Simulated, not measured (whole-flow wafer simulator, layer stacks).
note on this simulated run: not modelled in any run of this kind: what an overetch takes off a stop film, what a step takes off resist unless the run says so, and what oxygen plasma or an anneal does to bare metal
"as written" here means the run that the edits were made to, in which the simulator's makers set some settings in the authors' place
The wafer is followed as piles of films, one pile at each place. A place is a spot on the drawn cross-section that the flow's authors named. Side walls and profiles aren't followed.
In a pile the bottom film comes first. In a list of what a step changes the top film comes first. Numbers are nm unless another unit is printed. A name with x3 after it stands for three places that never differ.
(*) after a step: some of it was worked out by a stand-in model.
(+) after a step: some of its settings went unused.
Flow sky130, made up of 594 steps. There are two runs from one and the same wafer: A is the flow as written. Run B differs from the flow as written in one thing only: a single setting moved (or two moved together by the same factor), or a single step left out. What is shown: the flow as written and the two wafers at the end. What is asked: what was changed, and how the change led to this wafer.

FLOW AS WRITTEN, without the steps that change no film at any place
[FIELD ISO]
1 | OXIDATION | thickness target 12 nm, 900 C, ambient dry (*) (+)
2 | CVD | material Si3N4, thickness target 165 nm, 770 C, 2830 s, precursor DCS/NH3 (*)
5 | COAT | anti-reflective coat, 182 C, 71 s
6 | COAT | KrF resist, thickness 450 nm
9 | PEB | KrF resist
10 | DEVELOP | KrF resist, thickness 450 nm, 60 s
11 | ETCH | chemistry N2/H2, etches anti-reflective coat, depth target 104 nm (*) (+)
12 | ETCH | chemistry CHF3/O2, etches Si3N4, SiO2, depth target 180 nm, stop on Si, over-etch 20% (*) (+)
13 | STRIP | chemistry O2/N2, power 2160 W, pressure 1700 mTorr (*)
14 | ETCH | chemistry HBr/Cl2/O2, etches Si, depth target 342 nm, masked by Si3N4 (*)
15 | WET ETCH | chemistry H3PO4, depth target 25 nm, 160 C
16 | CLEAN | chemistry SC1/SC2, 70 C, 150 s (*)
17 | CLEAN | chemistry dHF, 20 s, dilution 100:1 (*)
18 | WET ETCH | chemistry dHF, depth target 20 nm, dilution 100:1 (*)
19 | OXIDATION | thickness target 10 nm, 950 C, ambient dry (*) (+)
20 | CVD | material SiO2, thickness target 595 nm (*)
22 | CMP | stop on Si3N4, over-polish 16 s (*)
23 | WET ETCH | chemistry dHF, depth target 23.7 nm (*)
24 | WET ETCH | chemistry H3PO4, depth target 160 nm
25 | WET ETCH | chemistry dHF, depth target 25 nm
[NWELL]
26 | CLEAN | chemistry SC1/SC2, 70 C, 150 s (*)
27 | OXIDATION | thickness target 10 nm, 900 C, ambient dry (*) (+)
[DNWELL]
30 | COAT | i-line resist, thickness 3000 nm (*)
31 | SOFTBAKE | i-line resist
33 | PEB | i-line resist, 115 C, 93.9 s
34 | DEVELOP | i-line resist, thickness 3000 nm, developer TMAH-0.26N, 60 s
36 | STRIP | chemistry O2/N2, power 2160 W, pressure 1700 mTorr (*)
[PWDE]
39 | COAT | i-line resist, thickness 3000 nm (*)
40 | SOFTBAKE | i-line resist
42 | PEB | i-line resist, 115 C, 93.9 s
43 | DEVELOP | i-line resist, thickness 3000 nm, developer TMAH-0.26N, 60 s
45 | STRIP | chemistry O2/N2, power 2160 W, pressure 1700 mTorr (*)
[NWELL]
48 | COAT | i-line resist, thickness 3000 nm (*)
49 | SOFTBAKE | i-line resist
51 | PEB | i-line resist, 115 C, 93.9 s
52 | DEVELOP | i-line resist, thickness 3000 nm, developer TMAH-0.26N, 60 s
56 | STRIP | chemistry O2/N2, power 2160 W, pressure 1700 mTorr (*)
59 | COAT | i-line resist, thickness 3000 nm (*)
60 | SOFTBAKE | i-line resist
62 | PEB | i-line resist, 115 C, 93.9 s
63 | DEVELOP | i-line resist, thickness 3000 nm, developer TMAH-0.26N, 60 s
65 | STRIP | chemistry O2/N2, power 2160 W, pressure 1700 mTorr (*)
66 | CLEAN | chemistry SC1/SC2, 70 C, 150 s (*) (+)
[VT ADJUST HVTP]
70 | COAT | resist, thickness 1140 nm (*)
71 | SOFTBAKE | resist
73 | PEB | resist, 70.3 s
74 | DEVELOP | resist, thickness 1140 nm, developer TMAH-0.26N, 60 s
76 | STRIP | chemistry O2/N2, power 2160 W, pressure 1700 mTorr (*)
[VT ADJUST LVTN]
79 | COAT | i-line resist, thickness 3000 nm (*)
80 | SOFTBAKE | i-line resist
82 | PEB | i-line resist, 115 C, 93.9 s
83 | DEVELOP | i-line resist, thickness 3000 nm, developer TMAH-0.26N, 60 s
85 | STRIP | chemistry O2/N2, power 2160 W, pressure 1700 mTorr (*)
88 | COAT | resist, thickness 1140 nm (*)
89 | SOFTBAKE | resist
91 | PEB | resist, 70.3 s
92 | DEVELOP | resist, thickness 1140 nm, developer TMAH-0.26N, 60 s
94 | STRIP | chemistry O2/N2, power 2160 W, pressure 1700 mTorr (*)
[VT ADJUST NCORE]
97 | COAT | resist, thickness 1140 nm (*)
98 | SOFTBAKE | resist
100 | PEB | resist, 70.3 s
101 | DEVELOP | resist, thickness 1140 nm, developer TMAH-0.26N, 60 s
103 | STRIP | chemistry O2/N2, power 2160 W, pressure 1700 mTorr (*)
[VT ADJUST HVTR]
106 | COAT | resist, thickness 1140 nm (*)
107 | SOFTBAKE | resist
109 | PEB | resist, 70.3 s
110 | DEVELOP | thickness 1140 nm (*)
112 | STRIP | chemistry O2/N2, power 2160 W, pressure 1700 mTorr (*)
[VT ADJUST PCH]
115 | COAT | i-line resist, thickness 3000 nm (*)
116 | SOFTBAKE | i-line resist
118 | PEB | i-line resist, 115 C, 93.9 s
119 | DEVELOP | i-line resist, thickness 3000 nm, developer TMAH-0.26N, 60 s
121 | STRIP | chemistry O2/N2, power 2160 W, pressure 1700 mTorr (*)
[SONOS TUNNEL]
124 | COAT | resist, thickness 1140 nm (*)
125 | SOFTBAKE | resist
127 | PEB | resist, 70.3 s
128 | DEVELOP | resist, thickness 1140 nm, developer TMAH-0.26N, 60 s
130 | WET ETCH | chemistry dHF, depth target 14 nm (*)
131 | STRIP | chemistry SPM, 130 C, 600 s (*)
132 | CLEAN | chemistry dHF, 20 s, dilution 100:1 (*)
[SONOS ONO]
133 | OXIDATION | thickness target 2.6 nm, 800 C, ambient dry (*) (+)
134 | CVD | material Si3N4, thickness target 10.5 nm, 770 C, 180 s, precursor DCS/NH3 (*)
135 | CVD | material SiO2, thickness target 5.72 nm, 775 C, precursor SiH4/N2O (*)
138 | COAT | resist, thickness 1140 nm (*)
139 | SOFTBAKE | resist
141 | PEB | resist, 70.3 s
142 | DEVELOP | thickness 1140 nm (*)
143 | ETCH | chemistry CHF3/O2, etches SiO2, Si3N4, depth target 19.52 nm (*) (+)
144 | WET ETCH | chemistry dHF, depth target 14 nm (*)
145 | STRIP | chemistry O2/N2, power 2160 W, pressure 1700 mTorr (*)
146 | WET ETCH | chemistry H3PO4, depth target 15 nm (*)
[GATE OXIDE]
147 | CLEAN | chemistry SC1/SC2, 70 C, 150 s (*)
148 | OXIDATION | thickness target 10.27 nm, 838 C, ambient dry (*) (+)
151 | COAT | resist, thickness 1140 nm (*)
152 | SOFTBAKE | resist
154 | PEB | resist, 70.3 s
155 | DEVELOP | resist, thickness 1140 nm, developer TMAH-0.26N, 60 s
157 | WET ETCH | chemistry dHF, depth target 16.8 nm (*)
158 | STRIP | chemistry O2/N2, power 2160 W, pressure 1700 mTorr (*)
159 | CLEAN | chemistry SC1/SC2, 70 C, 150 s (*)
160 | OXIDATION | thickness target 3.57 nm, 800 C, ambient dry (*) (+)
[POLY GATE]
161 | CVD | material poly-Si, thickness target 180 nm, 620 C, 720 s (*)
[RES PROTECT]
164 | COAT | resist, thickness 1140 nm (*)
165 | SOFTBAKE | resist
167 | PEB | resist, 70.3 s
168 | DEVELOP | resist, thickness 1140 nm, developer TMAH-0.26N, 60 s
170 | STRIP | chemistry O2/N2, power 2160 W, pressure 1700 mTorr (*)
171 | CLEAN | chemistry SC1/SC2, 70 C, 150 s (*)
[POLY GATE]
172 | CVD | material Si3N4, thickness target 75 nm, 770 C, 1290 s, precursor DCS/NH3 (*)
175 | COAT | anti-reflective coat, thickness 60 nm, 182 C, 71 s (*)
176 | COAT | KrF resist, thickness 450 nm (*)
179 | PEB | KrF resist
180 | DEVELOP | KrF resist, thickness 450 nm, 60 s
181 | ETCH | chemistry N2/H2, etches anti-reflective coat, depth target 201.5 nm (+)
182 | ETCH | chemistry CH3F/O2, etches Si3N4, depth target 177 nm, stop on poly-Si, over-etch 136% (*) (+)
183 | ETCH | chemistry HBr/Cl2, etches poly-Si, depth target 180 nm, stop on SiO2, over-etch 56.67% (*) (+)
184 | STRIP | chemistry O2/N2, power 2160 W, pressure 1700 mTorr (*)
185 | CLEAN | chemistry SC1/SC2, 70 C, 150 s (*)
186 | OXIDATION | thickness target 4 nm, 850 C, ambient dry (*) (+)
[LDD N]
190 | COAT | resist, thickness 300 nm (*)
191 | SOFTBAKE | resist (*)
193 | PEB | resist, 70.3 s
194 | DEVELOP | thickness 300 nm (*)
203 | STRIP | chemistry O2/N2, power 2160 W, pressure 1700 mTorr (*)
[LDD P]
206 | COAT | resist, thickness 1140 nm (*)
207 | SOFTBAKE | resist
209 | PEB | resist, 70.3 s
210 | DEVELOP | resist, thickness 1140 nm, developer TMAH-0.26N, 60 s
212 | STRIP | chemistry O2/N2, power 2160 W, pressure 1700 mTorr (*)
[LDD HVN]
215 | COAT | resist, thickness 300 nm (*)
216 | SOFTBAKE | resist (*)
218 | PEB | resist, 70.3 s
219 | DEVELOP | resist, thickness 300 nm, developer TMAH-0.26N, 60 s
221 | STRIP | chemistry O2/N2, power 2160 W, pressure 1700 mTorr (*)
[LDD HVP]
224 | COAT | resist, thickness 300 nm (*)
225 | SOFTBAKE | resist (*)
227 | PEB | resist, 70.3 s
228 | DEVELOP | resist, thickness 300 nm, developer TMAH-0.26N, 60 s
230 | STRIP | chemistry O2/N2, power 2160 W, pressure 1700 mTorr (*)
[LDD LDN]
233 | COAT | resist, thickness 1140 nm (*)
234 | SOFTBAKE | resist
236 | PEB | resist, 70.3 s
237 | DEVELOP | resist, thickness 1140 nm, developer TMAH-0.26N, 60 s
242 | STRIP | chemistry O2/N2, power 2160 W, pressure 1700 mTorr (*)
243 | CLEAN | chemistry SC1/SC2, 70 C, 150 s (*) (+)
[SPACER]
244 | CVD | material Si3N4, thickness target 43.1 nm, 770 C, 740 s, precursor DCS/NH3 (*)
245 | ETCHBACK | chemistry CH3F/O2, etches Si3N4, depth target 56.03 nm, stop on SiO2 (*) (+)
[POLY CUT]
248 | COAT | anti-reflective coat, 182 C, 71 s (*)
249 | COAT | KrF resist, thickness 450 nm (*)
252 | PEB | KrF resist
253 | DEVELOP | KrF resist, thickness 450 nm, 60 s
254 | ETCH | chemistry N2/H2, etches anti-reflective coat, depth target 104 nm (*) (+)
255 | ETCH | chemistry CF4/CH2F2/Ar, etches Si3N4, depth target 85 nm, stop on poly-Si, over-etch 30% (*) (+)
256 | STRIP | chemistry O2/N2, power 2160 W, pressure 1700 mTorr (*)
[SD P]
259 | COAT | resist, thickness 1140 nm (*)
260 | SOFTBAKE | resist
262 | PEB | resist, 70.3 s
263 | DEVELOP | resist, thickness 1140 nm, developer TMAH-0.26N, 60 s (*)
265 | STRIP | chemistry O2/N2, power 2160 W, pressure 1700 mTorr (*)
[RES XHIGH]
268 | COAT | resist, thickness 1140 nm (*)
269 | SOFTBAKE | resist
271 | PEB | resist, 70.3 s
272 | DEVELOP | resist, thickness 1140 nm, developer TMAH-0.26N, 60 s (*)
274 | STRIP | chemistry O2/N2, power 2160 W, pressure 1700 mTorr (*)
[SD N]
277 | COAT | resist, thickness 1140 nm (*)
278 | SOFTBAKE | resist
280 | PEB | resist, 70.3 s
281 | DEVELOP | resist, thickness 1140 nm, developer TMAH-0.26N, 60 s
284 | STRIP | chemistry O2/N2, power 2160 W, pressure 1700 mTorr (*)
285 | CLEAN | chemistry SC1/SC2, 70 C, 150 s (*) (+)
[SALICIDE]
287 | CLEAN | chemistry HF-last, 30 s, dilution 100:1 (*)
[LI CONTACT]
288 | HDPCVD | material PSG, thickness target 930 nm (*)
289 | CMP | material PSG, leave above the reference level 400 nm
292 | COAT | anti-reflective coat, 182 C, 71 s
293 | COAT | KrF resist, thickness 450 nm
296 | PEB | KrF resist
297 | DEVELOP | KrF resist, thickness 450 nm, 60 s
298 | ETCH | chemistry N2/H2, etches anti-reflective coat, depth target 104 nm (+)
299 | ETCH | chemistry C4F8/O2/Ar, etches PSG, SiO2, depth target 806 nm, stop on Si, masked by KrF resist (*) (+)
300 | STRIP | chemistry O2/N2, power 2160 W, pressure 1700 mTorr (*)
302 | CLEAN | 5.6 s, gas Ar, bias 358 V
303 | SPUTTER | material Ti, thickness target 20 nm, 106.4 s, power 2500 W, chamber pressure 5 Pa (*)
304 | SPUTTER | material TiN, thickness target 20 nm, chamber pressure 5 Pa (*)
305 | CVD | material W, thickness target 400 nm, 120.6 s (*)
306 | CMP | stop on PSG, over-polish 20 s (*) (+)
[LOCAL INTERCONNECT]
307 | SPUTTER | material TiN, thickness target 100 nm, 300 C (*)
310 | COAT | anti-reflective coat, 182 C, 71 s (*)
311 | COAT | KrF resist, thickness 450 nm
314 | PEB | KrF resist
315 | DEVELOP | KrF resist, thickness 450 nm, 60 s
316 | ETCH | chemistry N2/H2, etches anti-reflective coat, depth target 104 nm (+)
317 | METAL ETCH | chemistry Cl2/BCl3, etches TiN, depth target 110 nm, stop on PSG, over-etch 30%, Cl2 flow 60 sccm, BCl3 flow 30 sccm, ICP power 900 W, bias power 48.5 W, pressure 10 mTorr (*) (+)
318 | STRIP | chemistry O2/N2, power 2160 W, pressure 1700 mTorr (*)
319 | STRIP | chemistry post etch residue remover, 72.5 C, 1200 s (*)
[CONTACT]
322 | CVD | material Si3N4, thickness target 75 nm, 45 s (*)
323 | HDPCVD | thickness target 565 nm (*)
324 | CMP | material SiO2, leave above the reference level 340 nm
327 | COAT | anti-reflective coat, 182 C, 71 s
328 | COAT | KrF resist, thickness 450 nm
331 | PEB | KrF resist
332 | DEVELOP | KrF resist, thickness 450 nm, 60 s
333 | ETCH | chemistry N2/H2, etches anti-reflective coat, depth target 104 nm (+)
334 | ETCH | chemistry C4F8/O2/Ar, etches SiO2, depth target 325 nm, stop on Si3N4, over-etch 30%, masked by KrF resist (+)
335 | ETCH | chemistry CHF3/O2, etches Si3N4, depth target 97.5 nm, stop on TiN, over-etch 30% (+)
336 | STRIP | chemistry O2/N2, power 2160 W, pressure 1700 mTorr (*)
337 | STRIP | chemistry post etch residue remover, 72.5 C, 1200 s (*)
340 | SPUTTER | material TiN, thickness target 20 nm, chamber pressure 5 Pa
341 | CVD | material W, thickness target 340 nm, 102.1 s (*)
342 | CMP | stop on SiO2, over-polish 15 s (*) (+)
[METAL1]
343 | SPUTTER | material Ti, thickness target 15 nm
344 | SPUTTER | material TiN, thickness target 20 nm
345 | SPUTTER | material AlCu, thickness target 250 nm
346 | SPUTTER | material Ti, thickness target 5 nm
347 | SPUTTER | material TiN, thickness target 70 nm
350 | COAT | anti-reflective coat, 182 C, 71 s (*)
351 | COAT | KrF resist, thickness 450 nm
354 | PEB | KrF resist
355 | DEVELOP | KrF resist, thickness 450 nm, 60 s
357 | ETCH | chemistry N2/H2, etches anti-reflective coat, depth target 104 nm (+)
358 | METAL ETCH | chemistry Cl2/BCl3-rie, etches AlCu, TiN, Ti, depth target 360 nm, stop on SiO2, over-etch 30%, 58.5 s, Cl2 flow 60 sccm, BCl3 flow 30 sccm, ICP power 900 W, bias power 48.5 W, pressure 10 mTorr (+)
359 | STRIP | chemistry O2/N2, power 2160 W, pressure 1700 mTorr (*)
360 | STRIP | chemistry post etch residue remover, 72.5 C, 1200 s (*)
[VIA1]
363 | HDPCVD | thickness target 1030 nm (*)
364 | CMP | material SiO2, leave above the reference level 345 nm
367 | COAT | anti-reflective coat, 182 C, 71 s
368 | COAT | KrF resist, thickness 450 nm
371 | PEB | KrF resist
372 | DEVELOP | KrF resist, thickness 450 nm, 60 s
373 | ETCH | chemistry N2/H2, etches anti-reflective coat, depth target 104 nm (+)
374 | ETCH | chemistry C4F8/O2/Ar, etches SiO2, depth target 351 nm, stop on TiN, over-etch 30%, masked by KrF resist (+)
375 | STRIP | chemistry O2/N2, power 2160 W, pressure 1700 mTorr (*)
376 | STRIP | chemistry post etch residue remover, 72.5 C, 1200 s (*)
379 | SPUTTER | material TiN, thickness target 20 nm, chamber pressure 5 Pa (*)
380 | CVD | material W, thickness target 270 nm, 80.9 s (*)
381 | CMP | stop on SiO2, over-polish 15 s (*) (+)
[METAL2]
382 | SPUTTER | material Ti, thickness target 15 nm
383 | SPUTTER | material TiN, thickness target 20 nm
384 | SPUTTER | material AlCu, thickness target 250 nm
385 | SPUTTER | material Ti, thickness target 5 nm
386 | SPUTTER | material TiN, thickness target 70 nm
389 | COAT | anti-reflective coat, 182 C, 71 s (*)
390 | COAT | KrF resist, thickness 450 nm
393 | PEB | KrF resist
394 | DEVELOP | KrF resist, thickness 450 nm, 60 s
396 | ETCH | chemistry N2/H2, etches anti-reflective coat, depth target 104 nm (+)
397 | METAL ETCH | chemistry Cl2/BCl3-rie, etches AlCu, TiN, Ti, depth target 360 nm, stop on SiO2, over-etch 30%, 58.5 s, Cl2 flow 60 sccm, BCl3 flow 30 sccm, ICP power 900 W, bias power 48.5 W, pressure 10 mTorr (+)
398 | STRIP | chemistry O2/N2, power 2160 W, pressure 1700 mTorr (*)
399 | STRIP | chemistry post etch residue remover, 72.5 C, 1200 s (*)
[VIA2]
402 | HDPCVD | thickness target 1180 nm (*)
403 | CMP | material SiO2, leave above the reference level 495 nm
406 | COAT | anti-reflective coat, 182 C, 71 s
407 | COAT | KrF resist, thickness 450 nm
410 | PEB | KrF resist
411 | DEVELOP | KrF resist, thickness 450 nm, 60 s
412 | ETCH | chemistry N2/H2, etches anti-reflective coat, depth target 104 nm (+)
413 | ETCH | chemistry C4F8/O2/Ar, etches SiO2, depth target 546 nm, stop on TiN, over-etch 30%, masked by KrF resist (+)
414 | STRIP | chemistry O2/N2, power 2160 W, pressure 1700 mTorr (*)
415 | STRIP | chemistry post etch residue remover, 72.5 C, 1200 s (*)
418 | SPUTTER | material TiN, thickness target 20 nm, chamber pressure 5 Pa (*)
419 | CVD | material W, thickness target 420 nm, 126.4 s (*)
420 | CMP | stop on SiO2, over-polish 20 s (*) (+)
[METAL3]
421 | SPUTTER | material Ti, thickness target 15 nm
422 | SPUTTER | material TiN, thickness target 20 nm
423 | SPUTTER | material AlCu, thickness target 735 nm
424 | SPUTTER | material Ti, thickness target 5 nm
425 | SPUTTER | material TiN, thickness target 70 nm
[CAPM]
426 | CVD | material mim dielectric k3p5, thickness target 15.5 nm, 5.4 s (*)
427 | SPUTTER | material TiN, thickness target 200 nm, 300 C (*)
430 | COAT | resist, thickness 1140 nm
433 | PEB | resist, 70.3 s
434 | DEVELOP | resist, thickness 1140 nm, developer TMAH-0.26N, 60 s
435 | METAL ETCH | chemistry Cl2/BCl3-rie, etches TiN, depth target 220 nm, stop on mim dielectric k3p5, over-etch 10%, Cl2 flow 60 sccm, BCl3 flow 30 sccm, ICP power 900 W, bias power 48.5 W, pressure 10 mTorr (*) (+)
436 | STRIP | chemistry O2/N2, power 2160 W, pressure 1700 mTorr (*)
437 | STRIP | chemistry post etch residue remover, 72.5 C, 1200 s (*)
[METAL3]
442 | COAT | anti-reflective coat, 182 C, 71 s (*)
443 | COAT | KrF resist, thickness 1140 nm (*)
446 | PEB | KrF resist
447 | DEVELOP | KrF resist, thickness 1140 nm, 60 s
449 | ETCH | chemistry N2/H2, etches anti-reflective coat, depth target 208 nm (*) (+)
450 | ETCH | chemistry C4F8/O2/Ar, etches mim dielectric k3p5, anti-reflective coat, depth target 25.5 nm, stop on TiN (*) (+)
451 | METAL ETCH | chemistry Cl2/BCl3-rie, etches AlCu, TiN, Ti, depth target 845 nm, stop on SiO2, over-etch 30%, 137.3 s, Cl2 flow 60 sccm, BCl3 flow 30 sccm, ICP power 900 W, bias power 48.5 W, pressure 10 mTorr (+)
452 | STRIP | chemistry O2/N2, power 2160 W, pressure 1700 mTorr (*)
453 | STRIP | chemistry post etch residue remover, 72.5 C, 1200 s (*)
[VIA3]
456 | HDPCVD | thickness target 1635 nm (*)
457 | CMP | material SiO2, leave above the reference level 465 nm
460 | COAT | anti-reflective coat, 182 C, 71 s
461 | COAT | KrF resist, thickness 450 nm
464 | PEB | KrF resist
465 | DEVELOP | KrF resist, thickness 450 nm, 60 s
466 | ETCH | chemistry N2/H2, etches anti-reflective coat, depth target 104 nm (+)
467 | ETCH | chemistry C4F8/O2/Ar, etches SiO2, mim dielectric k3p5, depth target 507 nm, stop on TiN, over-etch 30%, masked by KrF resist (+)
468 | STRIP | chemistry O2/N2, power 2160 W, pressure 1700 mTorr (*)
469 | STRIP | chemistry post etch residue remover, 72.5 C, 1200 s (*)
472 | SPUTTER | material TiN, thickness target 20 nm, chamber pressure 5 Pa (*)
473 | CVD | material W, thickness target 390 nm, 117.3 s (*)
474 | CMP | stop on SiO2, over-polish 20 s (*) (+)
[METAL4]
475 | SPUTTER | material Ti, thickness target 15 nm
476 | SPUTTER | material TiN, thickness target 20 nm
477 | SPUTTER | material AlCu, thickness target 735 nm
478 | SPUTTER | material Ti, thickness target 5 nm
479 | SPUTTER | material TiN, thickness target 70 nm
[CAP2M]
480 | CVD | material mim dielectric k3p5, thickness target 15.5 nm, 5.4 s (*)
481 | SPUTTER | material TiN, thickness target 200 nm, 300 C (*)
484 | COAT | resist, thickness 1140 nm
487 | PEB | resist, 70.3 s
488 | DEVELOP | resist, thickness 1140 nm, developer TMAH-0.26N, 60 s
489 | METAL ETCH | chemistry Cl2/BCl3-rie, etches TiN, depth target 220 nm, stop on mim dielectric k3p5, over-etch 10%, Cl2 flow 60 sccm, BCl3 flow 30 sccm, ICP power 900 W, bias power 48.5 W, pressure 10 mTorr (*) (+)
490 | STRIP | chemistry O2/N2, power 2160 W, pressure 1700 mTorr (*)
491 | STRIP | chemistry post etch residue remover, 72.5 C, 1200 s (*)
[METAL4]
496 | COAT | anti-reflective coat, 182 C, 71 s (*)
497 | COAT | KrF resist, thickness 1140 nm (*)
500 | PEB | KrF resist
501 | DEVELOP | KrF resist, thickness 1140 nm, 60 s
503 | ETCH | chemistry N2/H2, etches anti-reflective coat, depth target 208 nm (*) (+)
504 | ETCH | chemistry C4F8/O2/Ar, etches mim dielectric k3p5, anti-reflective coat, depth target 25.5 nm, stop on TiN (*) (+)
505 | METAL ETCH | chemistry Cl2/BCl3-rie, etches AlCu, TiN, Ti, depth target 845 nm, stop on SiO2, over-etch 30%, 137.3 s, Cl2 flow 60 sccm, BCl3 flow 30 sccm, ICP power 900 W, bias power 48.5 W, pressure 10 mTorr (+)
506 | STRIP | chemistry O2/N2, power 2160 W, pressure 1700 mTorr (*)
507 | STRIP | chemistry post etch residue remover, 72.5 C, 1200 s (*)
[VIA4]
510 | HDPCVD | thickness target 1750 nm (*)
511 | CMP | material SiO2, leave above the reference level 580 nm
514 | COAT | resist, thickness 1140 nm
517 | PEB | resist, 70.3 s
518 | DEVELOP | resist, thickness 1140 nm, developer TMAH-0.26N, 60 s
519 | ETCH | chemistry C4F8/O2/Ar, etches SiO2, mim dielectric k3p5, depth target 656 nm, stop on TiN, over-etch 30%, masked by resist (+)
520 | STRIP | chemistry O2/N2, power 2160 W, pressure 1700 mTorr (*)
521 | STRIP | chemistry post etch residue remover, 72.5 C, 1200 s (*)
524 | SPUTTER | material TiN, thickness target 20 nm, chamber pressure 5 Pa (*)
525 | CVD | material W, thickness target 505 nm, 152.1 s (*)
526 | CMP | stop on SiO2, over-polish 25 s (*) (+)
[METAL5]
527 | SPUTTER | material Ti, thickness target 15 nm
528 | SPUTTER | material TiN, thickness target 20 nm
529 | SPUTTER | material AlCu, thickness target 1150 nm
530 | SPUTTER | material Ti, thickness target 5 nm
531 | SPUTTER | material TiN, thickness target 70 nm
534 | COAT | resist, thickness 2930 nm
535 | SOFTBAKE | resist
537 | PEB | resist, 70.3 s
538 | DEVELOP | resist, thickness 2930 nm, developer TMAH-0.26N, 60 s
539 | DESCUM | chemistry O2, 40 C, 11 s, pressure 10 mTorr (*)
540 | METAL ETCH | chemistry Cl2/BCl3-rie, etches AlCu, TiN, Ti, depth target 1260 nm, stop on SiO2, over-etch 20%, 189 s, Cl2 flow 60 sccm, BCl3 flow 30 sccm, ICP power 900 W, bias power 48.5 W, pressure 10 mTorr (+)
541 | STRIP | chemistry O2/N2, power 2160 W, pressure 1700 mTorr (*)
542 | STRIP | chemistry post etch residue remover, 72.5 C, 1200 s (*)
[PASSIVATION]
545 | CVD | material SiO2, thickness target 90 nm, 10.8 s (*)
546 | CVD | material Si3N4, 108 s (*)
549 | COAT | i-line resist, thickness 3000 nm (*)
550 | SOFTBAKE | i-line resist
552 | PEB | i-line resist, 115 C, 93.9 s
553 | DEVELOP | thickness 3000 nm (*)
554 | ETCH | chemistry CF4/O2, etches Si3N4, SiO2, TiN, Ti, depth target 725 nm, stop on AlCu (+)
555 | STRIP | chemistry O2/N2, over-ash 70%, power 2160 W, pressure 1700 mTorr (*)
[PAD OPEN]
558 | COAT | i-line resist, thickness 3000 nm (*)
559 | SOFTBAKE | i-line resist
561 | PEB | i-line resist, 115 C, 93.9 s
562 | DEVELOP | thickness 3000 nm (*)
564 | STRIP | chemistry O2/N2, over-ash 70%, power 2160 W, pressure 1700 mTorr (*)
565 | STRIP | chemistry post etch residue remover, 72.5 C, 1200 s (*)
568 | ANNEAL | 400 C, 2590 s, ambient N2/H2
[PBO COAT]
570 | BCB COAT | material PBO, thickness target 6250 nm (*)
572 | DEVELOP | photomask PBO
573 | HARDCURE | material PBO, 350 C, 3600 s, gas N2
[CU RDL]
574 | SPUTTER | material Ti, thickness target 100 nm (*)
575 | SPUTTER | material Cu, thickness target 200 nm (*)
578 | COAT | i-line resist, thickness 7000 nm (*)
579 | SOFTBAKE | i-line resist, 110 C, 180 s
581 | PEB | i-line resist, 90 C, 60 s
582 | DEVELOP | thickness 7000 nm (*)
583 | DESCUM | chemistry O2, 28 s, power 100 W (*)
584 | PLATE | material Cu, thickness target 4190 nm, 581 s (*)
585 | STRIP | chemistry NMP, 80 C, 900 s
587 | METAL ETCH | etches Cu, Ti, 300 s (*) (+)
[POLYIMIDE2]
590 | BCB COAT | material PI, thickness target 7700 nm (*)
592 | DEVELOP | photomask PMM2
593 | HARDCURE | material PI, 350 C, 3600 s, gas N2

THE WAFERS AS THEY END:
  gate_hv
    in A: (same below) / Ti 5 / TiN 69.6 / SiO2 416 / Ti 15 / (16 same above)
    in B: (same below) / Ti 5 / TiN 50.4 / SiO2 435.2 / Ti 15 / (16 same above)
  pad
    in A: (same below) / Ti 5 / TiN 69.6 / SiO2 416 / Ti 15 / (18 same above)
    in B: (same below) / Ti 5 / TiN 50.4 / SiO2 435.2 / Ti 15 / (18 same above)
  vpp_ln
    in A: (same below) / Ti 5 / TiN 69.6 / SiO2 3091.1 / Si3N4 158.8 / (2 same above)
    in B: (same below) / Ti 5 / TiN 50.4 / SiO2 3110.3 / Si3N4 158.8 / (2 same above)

The reason: step 386, SPUTTER: thickness target 50.8 nm was run, while the flow as written has thickness target 70 nm.

Step by step, how the change led to this:
  386 | SPUTTER | material TiN, thickness target 70 nm
      field, active, n_well and 188 more: A +70 TiN (new film) | B +50.8 TiN (new film)
  397 | METAL ETCH | chemistry Cl2/BCl3-rie, etches AlCu, TiN, Ti, depth target 360 nm, stop on SiO2, over-etch 30%, 58.5 s, Cl2 flow 60 sccm, BCl3 flow 30 sccm, ICP power 900 W, bias power 48.5 W, pressure 10 mTorr (+)
      field, active, gate and 82 more: A -68.7 TiN (all of it), -5 Ti (all of it), -250 AlCu (all of it), -20 TiN (all of it), -15 Ti (all of it), -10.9 SiO2 | B -49.5 TiN (all of it), -5 Ti (all of it), -250 AlCu (all of it), -20 TiN (all of it), -15 Ti (all of it), -12.9 SiO2
  403 | CMP | material SiO2, leave above the reference level 495 nm
      n_well, p_well, gate_hv and 101 more: A -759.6 SiO2 | B -740.4 SiO2
      m1, via1_hole: A -759.1 SiO2 | B -739.9 SiO2
  413 | ETCH | chemistry C4F8/O2/Ar, etches SiO2, depth target 546 nm, stop on TiN, over-etch 30%, masked by KrF resist (+)
      m1: A -420.3 SiO2 (all of it) | B -439.5 SiO2 (all of it)
      via2_hole: A -419.8 SiO2 (all of it) | B -439 SiO2 (all of it)
  419 | CVD | material W, thickness target 420 nm, 126.4 s (*)
      m1: A +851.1 W (new film) | B +870.6 W (new film)
      via2_hole: A +850.7 W (new film) | B +870.1 W (new film)
